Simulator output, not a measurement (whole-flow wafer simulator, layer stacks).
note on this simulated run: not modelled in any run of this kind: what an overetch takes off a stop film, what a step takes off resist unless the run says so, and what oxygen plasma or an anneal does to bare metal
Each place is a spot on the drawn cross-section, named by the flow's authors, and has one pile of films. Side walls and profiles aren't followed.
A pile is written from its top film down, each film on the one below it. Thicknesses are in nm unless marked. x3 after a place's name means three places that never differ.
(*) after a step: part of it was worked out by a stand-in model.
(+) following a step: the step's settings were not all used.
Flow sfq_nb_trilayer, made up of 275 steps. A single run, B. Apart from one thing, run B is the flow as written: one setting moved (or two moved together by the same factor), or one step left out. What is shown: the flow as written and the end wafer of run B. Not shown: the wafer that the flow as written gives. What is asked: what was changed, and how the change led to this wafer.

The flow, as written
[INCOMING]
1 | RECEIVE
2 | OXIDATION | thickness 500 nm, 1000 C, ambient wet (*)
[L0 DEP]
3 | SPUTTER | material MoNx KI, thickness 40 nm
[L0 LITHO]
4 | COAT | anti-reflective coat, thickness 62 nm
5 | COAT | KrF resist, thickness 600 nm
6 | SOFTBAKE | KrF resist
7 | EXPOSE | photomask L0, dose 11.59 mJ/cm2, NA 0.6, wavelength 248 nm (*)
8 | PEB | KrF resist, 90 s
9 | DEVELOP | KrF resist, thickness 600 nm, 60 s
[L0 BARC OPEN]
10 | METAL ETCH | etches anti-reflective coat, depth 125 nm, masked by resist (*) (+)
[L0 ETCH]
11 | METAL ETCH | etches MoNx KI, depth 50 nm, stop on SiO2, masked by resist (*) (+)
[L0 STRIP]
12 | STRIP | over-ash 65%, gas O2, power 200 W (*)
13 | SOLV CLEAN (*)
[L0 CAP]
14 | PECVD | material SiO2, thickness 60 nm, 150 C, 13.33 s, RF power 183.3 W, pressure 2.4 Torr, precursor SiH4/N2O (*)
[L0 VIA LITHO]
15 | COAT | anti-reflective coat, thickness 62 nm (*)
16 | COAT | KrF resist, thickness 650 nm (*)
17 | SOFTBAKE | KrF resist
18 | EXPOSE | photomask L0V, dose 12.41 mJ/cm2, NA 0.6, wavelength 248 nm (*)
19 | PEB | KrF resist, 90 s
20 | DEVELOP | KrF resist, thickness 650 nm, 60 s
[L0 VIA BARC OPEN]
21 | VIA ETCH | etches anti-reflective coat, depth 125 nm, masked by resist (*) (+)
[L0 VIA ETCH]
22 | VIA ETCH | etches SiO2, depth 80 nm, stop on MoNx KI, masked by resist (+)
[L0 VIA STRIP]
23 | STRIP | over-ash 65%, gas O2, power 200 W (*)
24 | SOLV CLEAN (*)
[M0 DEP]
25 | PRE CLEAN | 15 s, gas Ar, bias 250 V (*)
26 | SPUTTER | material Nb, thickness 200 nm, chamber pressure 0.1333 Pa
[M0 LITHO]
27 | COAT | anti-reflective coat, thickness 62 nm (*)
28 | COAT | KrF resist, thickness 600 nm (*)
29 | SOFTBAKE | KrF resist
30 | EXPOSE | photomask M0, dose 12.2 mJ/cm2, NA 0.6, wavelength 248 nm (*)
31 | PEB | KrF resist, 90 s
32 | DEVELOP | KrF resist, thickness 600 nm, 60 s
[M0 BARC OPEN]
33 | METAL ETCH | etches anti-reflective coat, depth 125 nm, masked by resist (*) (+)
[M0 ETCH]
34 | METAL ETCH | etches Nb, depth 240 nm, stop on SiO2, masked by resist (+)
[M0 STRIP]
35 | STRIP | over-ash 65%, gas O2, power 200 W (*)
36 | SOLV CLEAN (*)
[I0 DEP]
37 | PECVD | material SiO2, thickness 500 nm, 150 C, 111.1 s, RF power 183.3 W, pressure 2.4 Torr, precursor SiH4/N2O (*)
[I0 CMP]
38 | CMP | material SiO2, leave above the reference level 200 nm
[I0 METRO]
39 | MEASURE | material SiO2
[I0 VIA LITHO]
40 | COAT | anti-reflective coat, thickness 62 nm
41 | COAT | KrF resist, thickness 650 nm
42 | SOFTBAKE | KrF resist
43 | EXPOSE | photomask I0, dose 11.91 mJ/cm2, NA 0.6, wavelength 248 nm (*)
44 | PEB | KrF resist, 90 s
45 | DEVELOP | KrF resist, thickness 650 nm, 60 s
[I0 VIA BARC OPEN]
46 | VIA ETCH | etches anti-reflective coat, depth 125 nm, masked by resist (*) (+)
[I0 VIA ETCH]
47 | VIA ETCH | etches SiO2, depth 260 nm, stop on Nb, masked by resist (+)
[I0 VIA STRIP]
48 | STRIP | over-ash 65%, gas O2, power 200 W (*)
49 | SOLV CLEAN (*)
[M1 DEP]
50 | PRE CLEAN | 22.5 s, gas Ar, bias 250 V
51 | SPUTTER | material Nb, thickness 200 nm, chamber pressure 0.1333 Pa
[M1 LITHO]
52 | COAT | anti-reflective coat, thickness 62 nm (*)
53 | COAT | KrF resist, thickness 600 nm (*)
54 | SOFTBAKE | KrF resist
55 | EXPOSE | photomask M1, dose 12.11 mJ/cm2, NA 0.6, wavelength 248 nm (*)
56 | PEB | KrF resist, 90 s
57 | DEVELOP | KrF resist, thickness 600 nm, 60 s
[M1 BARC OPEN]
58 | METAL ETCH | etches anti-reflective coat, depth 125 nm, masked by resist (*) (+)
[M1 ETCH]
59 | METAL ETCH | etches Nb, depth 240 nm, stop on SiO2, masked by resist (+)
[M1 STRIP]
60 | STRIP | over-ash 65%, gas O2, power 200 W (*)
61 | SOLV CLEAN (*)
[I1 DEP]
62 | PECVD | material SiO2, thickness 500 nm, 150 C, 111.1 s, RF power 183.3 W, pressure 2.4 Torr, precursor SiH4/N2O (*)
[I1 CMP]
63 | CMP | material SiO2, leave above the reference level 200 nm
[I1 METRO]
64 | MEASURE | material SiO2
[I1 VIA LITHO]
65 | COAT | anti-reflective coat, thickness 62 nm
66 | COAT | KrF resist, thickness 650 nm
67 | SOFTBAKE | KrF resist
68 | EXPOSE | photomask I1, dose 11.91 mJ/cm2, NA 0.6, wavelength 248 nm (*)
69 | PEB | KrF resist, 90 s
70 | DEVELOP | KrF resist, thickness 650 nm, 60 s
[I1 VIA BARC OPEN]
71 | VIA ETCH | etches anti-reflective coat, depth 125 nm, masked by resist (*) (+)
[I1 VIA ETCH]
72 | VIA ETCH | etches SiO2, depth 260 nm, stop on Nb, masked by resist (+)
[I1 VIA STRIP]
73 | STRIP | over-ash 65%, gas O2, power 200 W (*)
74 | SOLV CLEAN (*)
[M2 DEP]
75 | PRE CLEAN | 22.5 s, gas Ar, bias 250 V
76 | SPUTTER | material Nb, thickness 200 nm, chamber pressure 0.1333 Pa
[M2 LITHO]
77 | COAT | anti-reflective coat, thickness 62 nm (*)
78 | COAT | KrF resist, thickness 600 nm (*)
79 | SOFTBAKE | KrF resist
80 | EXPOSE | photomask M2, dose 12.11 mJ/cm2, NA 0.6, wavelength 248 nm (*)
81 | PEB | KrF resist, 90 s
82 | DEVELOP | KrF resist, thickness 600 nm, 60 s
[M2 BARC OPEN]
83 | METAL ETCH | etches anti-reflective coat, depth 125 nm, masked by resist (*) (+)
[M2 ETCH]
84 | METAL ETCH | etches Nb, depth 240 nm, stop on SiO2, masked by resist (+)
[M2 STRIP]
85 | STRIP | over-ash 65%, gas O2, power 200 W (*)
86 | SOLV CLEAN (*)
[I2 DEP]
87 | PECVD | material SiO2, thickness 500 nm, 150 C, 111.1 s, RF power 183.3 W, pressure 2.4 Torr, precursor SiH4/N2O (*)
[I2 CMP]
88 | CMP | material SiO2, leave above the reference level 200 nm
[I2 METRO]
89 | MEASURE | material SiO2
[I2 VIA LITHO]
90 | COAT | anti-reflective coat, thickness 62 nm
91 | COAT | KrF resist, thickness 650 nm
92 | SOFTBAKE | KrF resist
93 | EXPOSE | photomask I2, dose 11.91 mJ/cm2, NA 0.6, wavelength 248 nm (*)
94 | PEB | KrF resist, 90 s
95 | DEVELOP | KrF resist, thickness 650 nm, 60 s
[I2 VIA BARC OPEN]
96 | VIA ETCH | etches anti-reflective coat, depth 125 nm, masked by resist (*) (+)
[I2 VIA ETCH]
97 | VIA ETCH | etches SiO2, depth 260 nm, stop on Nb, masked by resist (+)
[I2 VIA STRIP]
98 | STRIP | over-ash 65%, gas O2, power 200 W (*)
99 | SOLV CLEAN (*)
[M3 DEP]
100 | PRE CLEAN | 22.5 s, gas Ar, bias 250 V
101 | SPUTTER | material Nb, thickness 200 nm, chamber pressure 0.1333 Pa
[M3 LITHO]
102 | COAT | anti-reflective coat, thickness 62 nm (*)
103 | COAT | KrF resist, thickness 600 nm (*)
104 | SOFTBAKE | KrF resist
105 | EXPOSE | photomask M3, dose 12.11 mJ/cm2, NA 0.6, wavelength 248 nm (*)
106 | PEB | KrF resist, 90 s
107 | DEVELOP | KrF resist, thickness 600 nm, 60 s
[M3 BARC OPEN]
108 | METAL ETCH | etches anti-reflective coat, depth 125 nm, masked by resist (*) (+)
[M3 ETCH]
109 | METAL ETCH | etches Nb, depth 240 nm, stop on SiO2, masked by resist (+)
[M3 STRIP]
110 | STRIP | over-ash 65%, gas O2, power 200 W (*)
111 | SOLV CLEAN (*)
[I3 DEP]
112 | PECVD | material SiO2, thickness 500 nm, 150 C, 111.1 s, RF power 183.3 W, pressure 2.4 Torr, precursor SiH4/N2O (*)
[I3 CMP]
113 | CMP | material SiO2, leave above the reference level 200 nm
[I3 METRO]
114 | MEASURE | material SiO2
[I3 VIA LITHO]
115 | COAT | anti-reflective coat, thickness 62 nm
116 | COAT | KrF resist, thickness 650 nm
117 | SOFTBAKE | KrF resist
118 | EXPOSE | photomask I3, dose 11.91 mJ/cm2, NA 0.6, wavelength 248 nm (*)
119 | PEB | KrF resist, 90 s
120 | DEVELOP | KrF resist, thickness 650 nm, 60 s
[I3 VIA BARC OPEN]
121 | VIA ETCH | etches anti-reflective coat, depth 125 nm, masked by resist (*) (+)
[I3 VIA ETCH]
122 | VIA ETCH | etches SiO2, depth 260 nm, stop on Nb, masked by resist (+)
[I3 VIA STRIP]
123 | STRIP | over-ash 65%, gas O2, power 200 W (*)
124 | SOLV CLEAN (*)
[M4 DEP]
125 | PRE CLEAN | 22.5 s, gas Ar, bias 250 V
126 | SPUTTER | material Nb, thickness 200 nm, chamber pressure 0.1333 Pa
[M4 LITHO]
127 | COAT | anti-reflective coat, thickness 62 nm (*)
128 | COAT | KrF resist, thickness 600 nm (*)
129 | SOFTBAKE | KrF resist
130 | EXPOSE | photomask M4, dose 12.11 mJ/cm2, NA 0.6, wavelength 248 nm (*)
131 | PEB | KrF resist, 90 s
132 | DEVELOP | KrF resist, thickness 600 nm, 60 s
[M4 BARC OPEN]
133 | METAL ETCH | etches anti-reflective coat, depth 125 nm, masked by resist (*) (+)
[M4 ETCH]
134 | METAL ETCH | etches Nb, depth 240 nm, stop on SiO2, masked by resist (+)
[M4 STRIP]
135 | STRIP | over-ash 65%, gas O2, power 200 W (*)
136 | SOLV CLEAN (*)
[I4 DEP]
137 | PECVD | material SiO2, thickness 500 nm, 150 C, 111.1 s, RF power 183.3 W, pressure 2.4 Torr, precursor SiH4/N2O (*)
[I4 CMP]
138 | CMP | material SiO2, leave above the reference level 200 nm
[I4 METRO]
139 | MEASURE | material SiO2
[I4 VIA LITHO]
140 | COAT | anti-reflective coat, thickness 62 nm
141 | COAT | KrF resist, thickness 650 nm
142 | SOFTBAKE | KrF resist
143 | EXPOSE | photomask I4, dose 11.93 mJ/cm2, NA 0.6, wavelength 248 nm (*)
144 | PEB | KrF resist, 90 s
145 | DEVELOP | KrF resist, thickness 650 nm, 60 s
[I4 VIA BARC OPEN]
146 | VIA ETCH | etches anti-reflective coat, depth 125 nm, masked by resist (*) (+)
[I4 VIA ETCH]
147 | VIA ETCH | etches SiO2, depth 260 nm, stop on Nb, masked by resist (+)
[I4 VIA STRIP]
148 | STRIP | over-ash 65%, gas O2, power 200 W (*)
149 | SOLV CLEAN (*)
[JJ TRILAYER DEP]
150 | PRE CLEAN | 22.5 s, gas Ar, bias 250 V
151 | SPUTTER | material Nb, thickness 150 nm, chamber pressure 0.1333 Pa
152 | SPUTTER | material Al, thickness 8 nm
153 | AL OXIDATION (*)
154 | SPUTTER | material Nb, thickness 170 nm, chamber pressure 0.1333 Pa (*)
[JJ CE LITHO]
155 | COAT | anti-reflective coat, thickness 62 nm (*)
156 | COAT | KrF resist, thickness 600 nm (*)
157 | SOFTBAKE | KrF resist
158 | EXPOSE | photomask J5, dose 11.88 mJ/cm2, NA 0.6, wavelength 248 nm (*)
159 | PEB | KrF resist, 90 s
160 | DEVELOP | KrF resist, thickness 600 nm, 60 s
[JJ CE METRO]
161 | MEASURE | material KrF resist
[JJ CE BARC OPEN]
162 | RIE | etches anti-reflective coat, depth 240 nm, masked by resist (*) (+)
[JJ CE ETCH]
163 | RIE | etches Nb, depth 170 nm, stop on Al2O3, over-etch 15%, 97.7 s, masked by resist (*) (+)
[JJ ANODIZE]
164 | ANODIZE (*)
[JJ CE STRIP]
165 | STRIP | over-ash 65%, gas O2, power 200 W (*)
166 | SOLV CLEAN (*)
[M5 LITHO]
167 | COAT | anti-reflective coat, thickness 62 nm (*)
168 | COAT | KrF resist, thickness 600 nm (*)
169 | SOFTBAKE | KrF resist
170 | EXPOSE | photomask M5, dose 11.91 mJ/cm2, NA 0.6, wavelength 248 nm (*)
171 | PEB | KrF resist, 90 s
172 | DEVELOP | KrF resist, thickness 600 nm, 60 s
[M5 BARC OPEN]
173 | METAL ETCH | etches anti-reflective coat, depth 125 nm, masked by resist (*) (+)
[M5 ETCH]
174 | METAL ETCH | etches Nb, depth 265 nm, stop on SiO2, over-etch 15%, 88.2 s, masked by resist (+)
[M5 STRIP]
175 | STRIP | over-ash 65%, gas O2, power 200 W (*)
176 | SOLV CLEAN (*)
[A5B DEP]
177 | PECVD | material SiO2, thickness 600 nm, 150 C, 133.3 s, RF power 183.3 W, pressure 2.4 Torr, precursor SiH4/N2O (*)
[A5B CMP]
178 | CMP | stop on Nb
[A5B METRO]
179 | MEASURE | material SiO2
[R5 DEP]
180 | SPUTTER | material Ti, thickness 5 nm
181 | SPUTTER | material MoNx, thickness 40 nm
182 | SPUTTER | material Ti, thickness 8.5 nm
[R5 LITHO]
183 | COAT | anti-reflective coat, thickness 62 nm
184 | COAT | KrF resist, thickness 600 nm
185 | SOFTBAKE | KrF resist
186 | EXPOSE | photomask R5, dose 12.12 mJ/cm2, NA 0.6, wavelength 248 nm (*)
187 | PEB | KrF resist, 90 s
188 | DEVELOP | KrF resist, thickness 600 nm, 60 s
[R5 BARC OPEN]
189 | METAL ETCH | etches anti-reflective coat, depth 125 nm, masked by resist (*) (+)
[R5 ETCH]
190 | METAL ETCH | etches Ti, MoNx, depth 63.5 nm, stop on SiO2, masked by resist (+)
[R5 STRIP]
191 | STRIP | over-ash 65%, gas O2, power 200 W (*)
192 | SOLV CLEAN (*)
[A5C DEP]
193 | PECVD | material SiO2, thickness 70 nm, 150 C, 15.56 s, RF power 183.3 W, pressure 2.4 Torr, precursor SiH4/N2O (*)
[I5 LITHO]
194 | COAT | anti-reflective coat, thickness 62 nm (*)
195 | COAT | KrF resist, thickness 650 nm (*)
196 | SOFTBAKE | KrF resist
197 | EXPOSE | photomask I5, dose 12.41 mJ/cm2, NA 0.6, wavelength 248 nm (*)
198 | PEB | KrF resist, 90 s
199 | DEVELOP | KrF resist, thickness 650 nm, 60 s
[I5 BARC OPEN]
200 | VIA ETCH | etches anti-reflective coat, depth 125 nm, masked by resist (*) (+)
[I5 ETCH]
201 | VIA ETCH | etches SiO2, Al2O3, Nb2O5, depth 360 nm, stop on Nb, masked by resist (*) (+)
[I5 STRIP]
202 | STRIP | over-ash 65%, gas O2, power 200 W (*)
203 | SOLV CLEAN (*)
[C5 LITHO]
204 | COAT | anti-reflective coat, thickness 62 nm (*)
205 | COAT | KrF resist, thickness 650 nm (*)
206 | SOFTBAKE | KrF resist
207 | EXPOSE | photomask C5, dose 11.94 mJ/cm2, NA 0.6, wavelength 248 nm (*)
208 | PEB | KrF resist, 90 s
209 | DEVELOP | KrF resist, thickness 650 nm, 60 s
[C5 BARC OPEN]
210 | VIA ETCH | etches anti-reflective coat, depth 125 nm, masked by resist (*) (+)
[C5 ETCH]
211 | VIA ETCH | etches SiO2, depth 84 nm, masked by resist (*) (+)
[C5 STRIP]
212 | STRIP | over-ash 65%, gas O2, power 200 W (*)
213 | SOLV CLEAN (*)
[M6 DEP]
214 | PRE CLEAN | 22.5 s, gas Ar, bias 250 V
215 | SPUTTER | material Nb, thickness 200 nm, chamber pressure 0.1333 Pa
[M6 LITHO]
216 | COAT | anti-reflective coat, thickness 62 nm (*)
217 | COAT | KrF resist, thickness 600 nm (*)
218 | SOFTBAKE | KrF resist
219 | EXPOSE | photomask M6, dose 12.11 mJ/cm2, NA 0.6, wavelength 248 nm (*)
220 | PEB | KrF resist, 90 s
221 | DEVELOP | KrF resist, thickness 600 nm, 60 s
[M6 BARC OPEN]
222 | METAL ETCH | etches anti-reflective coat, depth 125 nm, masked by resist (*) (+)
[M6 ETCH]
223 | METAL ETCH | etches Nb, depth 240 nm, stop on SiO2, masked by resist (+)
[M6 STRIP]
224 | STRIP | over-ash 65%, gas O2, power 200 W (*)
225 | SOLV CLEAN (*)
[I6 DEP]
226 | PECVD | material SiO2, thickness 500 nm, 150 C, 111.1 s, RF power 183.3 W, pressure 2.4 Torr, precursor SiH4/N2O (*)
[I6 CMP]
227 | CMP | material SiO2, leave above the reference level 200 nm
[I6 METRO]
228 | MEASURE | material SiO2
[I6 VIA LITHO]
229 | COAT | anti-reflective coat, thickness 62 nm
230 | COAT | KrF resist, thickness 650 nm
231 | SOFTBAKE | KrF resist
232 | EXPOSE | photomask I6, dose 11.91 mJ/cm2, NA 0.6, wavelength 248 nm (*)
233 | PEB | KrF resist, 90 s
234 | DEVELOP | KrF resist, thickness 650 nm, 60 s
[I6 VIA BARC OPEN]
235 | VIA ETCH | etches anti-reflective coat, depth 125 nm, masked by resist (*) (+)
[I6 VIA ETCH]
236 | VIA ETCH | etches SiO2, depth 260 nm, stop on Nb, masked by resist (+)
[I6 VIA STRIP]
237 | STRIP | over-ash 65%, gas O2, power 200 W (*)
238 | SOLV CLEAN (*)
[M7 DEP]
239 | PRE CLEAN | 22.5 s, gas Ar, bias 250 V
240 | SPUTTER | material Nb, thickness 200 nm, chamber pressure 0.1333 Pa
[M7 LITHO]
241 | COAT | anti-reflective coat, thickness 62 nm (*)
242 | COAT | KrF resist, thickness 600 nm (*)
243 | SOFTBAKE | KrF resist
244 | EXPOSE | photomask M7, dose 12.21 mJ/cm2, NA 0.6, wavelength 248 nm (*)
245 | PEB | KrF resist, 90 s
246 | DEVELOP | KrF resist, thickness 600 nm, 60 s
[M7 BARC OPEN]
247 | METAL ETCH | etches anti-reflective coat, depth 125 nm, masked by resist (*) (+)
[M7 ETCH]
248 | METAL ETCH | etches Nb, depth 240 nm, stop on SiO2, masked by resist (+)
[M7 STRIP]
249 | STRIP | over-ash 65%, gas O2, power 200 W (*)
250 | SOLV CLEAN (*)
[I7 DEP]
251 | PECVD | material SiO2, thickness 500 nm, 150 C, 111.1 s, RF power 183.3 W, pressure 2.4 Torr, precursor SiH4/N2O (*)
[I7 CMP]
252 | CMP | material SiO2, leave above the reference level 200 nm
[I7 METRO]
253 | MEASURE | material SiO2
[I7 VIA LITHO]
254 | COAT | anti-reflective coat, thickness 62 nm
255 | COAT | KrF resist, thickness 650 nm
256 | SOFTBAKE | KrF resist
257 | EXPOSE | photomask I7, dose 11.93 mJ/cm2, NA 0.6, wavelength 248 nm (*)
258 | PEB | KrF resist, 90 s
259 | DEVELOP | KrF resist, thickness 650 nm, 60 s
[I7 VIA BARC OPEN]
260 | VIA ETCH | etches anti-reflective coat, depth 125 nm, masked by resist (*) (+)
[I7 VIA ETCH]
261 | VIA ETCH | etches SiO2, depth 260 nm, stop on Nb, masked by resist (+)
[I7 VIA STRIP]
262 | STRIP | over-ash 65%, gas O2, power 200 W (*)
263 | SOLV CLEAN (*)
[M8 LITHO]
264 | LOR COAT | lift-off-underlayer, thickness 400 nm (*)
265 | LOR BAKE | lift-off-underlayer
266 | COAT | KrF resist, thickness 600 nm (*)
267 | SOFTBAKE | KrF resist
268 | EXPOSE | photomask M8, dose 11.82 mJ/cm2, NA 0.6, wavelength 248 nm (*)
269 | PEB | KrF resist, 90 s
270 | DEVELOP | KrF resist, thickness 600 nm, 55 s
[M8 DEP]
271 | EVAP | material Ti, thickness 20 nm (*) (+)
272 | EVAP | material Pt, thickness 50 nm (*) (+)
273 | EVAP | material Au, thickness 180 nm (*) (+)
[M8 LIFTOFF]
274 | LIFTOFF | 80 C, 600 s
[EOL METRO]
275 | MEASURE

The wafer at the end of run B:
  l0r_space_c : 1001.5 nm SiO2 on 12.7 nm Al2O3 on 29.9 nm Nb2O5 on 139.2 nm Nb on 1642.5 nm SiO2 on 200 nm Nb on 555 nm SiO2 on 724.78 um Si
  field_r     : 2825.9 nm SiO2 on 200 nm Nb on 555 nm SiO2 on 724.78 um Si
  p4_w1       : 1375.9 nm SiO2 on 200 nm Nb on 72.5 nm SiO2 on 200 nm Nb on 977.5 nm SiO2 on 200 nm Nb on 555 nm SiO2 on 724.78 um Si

What caused this: step 113, CMP: leave above the reference level 80 nm was run, while the flow as written has leave above the reference level 200 nm.

How this came from the change, step by step:
  113 | CMP | material SiO2, leave above the reference level 200 nm
      field_l, be, be_sur and 64 more: -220 SiO2 (it would be, as written: -100 SiO2)
      v_sur, via_wl, via_wr and 27 more: -420 SiO2 (it would be, as written: -300 SiO2)
      (as well as at 9 more places)
  122 | VIA ETCH | etches SiO2, depth 260 nm, stop on Nb, masked by resist (+)
      field_l, v_sur, via_wl and 102 more: -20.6 KrF resist (it would be, as written: -44.8 KrF resist)
      via_v: -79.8 SiO2 (all of it) (it would be, as written: -199.8 SiO2 (all of it))
  123 | STRIP | over-ash 65%, gas O2, power 200 W (*)
      field_l, v_sur, via_wl and 102 more: -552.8 KrF resist (all of it), -62 anti-reflective coat (all of it) (it would be, as written: -528.6 KrF resist (all of it), -62 anti-reflective coat (all of it))
  126 | SPUTTER | material Nb, thickness 200 nm, chamber pressure 0.1333 Pa
      via_v: +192 Nb (it would be, as written: +165.5 Nb)
  127 | COAT | anti-reflective coat, thickness 62 nm (*)
      via_sp: +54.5 anti-reflective coat (new film) (it would be, as written: +53 anti-reflective coat (new film))
      via_v: +95.7 anti-reflective coat (new film) (it would be, as written: +124.8 anti-reflective coat (new film))
      (as well as at 1 more place)
  128 | COAT | KrF resist, thickness 600 nm (*)
      via_v: +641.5 KrF resist (new film) (it would be, as written: +739.8 KrF resist (new film))
  135 | STRIP | over-ash 65%, gas O2, power 200 W (*)
      via_sp: -382.6 KrF resist (all of it), -54.5 anti-reflective coat (all of it) (it would be, as written: -373.9 KrF resist (all of it), -53 anti-reflective coat (all of it))
      via_v: -423.8 KrF resist (all of it), -95.7 anti-reflective coat (all of it) (it would be, as written: -521.8 KrF resist (all of it), -124.8 anti-reflective coat (all of it))
      (as well as at 1 more place)
  137 | PECVD | material SiO2, thickness 500 nm, 150 C, 111.1 s, RF power 183.3 W, pressure 2.4 Torr, precursor SiH4/N2O (*)
      via_v: +500 SiO2 (new film) (it would be, as written: +615 SiO2 (new film))
  138 | CMP | material SiO2, leave above the reference level 200 nm
      via_v: -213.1 SiO2 (it would be, as written: -181.6 SiO2)
